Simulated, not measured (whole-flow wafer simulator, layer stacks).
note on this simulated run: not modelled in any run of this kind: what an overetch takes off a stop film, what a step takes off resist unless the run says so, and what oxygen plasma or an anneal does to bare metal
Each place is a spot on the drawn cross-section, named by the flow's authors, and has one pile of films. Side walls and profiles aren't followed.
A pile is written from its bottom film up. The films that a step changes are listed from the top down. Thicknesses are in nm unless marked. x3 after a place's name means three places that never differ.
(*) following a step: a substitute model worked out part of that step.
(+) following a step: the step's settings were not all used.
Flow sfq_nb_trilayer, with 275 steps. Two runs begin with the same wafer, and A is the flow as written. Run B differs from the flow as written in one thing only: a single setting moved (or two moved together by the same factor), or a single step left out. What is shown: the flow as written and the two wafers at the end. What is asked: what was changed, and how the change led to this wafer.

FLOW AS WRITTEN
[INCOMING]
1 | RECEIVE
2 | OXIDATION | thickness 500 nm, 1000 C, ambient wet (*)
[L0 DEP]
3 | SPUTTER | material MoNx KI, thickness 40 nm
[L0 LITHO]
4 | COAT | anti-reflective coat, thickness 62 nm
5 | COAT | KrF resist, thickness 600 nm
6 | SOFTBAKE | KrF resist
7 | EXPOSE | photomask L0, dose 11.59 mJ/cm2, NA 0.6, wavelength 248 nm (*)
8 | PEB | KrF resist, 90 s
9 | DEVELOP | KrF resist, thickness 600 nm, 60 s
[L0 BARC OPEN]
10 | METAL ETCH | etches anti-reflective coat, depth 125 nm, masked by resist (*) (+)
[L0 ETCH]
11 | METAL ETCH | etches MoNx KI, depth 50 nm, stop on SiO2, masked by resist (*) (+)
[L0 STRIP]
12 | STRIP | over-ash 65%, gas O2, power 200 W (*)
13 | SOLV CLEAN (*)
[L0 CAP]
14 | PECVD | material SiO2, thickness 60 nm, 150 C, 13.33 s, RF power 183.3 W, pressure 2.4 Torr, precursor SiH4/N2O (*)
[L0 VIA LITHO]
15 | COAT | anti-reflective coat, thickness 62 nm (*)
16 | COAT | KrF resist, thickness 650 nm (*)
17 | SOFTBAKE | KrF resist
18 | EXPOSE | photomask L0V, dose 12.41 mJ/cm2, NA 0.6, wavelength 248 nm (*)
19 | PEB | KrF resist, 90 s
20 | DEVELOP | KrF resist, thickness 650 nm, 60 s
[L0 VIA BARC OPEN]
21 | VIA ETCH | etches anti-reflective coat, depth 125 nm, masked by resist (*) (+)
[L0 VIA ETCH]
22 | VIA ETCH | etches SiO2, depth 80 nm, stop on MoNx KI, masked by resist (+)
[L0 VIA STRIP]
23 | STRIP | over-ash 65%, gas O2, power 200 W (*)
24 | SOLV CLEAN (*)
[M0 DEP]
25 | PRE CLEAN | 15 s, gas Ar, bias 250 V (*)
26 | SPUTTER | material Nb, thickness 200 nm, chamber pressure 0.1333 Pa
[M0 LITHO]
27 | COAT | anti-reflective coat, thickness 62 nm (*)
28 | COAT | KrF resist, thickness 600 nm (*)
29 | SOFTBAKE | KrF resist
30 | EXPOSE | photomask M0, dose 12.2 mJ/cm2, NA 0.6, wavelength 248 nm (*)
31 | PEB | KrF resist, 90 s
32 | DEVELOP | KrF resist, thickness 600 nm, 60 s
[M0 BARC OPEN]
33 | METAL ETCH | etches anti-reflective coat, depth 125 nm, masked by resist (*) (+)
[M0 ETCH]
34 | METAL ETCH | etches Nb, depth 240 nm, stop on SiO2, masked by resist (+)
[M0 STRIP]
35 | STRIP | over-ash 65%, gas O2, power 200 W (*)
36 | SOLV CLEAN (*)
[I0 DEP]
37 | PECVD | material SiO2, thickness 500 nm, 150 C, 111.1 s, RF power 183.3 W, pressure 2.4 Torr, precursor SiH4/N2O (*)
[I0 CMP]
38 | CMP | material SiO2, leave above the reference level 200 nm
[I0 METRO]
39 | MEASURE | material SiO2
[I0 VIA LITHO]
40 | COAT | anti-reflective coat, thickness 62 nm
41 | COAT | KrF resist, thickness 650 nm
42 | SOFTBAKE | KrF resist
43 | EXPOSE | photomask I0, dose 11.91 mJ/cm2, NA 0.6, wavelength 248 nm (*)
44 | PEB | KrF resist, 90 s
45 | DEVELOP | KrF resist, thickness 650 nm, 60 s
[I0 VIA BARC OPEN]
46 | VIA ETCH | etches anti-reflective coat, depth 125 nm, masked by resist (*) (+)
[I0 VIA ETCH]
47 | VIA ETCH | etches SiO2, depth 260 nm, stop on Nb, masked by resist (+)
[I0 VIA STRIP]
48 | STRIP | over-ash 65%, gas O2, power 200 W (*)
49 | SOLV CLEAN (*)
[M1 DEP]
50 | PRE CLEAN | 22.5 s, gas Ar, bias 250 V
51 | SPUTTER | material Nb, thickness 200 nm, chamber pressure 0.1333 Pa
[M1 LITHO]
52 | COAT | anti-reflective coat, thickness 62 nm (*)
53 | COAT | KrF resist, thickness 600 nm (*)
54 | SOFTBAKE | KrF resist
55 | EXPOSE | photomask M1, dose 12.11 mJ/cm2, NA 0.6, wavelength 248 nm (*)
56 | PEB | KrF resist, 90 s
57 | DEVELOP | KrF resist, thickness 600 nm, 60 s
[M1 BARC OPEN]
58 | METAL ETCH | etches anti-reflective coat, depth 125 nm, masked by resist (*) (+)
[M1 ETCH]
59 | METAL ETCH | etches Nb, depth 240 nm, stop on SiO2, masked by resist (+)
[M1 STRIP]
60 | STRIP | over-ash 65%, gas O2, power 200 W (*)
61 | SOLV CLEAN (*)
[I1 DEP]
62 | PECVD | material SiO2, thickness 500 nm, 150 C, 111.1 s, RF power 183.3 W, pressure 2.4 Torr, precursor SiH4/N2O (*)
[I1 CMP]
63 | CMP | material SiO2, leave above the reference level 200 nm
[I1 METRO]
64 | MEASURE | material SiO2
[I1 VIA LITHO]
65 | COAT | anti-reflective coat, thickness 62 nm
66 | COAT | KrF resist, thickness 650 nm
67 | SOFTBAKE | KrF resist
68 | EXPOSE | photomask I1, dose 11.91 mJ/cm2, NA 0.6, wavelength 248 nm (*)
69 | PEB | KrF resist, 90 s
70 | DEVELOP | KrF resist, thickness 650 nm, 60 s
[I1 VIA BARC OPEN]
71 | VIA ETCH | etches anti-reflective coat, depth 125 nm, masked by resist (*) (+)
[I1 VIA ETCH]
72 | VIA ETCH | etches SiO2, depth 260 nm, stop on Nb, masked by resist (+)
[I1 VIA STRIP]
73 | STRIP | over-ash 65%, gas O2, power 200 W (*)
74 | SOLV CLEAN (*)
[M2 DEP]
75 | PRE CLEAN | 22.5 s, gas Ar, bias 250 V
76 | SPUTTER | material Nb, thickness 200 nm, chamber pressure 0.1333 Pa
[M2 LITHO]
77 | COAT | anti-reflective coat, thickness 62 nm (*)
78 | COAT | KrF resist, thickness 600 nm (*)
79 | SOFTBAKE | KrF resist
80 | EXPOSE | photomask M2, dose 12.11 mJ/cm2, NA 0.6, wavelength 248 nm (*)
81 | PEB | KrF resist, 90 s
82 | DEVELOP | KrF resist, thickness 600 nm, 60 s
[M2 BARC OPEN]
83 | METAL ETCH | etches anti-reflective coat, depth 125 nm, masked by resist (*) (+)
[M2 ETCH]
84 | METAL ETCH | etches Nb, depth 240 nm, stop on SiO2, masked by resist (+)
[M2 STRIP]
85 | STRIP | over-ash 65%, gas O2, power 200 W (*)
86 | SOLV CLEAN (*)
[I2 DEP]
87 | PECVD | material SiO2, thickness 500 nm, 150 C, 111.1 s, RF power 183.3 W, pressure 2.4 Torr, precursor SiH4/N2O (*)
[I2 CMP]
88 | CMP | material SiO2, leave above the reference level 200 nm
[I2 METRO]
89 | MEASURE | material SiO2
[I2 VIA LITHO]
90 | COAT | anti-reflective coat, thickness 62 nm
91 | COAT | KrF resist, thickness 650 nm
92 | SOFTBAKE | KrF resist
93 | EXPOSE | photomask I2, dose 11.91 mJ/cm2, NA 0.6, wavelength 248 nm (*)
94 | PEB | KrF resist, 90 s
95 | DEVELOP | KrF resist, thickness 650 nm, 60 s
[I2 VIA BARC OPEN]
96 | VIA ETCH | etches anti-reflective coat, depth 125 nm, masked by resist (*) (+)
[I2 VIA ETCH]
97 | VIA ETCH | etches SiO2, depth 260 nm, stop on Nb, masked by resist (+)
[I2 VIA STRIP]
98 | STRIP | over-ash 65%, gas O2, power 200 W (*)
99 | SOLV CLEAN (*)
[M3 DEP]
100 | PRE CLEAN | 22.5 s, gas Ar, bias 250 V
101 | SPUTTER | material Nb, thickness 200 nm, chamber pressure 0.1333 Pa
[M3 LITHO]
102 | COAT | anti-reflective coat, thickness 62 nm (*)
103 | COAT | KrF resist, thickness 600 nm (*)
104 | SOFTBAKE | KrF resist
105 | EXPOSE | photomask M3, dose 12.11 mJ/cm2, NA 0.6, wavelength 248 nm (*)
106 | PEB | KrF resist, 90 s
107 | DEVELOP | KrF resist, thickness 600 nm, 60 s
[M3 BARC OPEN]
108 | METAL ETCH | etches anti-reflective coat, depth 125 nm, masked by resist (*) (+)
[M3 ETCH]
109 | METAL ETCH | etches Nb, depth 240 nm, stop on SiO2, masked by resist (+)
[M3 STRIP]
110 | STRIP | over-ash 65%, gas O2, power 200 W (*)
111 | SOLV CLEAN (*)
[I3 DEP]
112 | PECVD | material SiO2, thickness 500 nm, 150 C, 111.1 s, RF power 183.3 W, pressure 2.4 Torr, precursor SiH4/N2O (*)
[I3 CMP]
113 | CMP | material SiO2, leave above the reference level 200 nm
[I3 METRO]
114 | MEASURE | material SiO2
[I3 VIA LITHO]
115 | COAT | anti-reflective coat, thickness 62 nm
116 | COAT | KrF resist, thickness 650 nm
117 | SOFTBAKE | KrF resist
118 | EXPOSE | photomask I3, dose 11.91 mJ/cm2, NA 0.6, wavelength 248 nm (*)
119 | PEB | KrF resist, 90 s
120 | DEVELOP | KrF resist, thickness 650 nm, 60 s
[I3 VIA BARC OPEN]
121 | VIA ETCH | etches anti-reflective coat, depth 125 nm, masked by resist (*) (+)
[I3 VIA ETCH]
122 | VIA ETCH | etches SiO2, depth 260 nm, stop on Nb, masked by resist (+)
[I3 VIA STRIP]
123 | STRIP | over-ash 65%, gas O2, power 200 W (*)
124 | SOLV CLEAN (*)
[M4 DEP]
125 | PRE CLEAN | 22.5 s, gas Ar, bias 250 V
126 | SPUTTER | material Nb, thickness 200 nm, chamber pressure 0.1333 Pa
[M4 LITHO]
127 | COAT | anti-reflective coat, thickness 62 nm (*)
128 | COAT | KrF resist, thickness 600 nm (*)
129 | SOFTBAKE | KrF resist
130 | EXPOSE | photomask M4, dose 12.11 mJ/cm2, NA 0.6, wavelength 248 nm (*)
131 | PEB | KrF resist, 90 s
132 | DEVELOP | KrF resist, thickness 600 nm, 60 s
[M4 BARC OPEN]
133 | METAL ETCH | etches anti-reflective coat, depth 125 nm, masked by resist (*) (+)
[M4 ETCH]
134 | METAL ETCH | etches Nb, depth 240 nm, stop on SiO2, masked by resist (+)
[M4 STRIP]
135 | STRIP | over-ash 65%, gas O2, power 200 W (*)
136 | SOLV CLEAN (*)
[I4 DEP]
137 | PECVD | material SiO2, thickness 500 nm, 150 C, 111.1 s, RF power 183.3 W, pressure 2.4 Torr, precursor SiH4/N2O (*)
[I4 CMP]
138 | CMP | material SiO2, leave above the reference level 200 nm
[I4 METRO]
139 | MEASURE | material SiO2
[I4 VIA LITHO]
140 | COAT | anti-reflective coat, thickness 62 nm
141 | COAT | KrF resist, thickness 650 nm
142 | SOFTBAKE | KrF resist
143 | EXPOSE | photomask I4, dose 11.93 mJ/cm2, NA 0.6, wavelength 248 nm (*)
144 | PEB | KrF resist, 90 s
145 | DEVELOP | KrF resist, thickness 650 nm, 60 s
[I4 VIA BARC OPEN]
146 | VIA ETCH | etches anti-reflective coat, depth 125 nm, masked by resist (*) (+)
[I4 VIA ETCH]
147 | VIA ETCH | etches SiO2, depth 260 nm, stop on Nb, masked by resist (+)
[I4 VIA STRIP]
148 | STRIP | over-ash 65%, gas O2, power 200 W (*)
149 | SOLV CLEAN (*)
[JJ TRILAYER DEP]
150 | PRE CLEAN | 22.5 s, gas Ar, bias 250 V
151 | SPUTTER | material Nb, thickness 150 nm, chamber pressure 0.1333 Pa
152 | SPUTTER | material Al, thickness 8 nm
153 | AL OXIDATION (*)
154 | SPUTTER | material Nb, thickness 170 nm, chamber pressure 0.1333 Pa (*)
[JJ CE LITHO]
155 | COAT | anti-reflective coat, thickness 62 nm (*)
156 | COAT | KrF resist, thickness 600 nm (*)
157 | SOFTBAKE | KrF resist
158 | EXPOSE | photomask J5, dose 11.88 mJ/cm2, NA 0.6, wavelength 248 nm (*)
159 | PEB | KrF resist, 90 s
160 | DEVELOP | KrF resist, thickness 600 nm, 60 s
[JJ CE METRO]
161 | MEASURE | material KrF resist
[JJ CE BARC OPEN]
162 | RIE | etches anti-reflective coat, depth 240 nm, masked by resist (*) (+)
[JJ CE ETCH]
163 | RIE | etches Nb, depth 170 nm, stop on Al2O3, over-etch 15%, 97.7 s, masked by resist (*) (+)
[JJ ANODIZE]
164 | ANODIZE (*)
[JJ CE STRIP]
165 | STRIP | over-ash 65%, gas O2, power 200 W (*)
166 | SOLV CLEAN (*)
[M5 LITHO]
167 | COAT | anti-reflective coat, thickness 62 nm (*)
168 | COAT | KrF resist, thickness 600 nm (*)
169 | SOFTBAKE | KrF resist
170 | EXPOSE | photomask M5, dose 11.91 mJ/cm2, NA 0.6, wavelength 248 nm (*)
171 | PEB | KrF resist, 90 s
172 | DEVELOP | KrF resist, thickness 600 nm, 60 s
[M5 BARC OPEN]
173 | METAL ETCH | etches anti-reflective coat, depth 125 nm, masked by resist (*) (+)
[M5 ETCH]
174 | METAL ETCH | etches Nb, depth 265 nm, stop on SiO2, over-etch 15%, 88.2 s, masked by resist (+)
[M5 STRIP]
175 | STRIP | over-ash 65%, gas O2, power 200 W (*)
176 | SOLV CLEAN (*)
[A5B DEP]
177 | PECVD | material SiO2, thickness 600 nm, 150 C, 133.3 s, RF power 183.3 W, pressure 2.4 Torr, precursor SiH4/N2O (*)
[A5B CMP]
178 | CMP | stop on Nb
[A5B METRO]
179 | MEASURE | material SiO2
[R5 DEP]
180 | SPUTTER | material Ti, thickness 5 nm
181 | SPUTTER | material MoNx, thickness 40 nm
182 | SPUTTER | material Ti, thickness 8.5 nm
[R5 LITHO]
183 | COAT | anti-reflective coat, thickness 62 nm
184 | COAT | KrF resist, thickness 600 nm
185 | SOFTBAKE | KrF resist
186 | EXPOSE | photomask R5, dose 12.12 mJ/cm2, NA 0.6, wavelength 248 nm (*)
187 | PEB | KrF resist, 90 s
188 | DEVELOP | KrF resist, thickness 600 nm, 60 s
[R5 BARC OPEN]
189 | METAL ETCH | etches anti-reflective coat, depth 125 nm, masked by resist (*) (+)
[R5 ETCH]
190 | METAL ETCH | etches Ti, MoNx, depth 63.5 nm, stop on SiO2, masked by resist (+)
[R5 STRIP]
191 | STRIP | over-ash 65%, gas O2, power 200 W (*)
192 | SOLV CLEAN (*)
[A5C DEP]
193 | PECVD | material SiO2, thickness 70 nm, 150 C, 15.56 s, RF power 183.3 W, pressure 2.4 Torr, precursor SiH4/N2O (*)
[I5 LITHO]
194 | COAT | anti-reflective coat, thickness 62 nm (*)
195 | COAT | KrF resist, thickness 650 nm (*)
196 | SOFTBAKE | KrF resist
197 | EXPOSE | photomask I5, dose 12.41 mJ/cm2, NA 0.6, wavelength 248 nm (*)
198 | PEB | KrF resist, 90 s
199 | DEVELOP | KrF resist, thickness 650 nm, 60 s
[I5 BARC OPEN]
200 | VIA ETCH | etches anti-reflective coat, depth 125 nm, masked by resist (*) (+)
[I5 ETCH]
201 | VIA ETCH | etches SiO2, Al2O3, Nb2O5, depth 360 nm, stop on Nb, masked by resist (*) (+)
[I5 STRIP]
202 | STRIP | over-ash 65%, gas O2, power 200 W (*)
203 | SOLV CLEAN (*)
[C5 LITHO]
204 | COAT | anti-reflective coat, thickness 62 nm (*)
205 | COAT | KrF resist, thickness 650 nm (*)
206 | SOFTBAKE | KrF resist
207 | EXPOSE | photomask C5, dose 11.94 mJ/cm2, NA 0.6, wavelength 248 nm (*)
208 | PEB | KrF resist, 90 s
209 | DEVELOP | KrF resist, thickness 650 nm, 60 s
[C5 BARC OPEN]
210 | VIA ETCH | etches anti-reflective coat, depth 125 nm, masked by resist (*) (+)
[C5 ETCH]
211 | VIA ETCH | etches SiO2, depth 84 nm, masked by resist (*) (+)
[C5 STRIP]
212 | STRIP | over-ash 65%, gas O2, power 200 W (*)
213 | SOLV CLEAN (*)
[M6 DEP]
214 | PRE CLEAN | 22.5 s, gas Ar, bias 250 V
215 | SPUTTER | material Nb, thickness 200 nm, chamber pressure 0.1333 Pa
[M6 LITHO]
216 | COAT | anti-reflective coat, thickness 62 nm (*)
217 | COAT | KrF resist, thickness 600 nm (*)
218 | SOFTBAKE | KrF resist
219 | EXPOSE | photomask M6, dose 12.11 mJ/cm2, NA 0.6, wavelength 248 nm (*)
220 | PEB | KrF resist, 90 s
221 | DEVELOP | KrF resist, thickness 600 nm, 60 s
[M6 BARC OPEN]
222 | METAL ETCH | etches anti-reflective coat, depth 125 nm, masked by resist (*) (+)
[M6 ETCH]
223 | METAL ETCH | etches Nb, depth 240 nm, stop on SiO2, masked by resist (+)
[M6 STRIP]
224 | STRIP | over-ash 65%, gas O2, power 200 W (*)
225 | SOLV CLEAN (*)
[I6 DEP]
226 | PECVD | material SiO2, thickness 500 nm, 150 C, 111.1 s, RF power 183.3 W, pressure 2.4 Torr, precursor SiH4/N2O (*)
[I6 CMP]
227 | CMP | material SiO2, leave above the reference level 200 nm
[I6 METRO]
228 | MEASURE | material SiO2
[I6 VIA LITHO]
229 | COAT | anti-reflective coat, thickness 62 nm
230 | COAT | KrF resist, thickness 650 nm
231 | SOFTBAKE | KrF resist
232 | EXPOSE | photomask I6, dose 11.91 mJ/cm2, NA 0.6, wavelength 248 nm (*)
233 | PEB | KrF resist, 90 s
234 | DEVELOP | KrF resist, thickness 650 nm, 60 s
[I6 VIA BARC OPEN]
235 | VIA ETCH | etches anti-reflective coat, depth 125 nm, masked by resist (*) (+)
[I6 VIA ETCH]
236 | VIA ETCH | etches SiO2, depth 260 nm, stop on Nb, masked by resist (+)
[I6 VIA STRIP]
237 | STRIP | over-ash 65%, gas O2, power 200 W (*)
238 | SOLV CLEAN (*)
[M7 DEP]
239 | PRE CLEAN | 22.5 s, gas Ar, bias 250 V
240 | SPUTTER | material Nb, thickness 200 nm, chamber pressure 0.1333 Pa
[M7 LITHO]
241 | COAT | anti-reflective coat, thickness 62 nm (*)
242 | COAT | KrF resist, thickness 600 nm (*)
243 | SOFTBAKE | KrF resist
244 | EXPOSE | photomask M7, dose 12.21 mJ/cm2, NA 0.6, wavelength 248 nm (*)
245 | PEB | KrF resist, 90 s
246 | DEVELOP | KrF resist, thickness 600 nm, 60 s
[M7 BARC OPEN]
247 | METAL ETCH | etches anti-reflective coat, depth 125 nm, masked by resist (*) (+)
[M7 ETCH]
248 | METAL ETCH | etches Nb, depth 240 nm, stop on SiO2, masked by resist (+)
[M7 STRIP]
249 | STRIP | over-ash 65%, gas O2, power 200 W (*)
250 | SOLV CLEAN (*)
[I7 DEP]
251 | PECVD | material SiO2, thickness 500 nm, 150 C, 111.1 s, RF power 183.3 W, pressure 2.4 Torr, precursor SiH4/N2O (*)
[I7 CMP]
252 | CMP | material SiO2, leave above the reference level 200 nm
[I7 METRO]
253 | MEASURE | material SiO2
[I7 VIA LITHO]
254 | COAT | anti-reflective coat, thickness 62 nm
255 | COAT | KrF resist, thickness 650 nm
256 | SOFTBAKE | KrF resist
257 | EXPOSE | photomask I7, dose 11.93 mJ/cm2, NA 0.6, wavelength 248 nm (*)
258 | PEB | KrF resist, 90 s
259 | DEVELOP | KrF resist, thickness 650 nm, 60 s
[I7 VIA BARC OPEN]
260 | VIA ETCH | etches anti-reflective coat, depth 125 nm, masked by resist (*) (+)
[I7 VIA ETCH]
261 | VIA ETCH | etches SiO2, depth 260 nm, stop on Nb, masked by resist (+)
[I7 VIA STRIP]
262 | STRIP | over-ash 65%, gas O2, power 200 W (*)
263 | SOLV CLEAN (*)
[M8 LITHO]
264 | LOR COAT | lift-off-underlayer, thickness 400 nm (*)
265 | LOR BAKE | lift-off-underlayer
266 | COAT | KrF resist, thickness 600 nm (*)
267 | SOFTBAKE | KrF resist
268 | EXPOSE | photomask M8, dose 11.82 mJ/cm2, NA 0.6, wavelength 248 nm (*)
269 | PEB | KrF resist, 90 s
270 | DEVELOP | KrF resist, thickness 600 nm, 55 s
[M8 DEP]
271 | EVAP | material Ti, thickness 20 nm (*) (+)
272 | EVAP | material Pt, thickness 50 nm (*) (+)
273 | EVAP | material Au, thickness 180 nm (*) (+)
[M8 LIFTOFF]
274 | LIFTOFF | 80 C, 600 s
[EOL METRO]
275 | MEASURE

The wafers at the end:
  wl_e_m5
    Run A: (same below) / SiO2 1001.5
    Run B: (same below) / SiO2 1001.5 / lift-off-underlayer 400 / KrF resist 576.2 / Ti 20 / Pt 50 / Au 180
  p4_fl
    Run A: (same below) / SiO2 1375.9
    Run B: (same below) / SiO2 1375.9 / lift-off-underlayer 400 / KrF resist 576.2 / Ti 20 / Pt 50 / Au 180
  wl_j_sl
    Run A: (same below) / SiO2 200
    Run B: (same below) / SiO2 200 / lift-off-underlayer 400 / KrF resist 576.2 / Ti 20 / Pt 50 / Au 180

What caused this: step 274, LIFTOFF: 80 C, 600 s, was not run.

The path from the change to this, step by step:
  (no step that both runs have acts differently)
If metal films that touch count as one body, wl_e_m5 has 7 bodies (between them, from the top down: KrF resist 576.2 / lift-off-underlayer 400 / SiO2 1001.5 / Al2O3 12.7 / Nb2O5 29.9; SiO2 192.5; SiO2 192.5; SiO2 192.5; SiO2 192.5; SiO2 192.5); the flow as written gives 6 bodies (between them, from the top down: SiO2 192.5; SiO2 192.5; SiO2 192.5; SiO2 192.5; SiO2 192.5).
If metal films that touch count as one body, p4_fl has 3 bodies (between them, from the top down: KrF resist 576.2 / lift-off-underlayer 400 / SiO2 1375.9; SiO2 1370); the flow as written gives 2 bodies (between them, from the top down: SiO2 1370).
If metal films that touch count as one body, wl_j_sl has 9 bodies (between them, from the top down: KrF resist 576.2 / lift-off-underlayer 400 / SiO2 200; SiO2 192.5; SiO2 209 / Al2O3 12.7 / Nb2O5 29.9; SiO2 192.5; SiO2 192.5; SiO2 192.5; SiO2 192.5; SiO2 192.5); the flow as written gives 8 bodies (between them, from the top down: SiO2 192.5; SiO2 209 / Al2O3 12.7 / Nb2O5 29.9; SiO2 192.5; SiO2 192.5; SiO2 192.5; SiO2 192.5; SiO2 192.5).
